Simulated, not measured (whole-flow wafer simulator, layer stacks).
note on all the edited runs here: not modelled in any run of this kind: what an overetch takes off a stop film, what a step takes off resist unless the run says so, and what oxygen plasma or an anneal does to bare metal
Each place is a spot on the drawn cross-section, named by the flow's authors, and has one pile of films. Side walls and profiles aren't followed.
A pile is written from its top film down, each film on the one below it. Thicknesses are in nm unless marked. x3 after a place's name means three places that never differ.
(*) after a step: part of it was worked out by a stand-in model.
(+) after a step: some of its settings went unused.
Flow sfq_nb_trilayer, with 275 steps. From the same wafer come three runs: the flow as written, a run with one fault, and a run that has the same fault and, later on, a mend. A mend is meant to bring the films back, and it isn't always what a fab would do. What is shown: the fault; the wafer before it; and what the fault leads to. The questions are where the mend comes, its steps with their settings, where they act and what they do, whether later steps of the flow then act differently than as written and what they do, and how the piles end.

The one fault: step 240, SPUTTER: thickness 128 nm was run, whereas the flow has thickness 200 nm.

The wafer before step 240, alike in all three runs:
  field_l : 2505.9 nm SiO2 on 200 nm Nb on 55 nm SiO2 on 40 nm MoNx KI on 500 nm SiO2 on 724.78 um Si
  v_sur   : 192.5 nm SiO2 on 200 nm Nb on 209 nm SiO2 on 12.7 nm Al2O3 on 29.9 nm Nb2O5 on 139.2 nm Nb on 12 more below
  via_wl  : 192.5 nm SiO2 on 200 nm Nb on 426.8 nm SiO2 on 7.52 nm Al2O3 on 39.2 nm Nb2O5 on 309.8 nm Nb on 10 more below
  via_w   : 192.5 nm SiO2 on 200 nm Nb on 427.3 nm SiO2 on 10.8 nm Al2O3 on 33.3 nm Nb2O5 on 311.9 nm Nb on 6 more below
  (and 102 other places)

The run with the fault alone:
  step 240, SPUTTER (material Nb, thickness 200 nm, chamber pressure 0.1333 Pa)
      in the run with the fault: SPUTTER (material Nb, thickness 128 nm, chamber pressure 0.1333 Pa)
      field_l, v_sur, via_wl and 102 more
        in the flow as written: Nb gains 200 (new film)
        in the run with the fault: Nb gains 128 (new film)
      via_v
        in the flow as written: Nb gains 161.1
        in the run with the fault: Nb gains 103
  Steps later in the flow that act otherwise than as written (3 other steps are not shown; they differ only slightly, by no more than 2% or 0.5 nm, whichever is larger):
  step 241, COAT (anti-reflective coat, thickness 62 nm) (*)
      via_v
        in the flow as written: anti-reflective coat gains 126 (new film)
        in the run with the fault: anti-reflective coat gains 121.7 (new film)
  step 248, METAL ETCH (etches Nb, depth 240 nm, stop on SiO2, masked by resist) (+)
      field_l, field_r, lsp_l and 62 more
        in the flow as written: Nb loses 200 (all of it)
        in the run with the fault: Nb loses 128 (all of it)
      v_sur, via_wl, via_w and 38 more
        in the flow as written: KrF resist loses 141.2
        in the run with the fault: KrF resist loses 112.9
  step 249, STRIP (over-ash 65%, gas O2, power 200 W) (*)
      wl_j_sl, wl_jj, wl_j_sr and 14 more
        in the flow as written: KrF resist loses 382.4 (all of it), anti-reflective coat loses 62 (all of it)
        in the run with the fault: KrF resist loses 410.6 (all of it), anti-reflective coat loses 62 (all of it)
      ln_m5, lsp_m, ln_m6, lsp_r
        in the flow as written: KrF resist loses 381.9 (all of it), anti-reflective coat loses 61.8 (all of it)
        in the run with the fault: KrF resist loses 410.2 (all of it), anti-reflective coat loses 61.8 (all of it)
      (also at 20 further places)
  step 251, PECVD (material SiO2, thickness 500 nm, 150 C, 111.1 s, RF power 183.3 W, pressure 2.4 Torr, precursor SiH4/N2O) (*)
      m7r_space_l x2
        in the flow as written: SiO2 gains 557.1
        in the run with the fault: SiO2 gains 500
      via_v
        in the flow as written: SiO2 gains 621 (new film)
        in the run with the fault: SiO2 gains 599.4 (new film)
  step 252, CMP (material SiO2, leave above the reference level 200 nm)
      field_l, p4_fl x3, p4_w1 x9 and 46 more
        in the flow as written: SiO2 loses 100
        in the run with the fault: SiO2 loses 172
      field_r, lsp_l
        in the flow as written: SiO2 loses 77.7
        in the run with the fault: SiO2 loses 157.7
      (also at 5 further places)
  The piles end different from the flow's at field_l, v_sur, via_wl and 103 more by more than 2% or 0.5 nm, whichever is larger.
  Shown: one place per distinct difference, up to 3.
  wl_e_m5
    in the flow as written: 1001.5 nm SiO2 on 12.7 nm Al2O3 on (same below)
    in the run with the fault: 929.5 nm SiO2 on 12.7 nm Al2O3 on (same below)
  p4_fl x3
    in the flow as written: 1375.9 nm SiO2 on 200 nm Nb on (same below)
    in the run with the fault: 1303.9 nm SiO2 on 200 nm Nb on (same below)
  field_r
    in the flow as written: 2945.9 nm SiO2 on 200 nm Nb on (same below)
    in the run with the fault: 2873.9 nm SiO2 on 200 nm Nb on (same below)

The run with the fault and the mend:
  After step 246 comes the mend.
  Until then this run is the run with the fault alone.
  step 246a, STRIP (over-ash 65%, gas O2, power 200 W) (*)
      p4_fl x3, p4_w1 x9, p4_g1 x2 and 46 more
        anti-reflective coat loses 62 (all of it)
      wl_j_sl, wl_jj, wl_j_sr and 14 more
        KrF resist loses 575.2 (all of it), anti-reflective coat loses 62 (all of it)
      field_r, lsp_l, l0_sur, l0v
        anti-reflective coat loses 61.8 (all of it)
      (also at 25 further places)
  step 246b, SPUTTER (material Nb, thickness 72 nm, chamber pressure 0.1333 Pa) (a further turn of the flow's step 240, with different settings)
      field_l, v_sur, via_wl and 102 more
        Nb gains 72
      via_v
        Nb gains 54.6
  step 246c, COAT (anti-reflective coat, thickness 62 nm) (*) (a further turn of the flow's step 241)
      p4_fl x3, p4_w1 x9, p4_g1 x2 and 63 more
        anti-reflective coat gains 62 (new film)
      field_r, lsp_l, ln_m5, lsp_m, ln_m6, lsp_r, l0_sur, l0v
        anti-reflective coat gains 61.8 (new film)
      be_r, r_sur, res, r_end, moat
        anti-reflective coat gains 61.7 (new film)
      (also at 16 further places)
  step 246d, COAT (KrF resist, thickness 600 nm) (*) (a further turn of the flow's step 242)
      p4_fl x3, p4_w1 x9, p4_g1 x2 and 63 more
        KrF resist gains 600 (new film)
      field_r, lsp_l, ln_m5, lsp_m, ln_m6, l0v
        KrF resist gains 599.5 (new film)
      r_end, moat
        KrF resist gains 599.4 (new film)
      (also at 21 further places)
  step 246e, SOFTBAKE (KrF resist) (a further turn of the flow's step 243)
      does not change any film at any place that is followed
  step 246f, EXPOSE (photomask M7, dose 12.21 mJ/cm2, NA 0.6, wavelength 248 nm) (*) (a further turn of the flow's step 244)
      does not change any film at any place that is followed
  step 246g, PEB (KrF resist, 90 s) (a further turn of the flow's step 245)
      field_l, v_sur, via_wl and 97 more
        KrF resist loses 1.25
      via_w, via_wr, wire, be
        KrF resist loses 1.24
      via_sp
        KrF resist loses 1.23
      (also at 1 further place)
  step 246h, DEVELOP (KrF resist, thickness 600 nm, 60 s) (a further turn of the flow's step 246)
      p4_fl x3, p4_w1 x9, p4_g1 x2 and 46 more
        KrF resist loses 598.7 (all of it)
      v_sur, via_wl, via_w and 38 more
        KrF resist loses 23.5
      field_r, lsp_l
        KrF resist loses 598.2 (all of it)
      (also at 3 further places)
  None of the later steps of the flow differs from how it acts as written, at any place that is followed, by more than 2% or 0.5 nm, whichever is larger.
  The piles end only slightly different from the flow's at the places that both follow, by no more than 2% or 0.5 nm, whichever is larger.
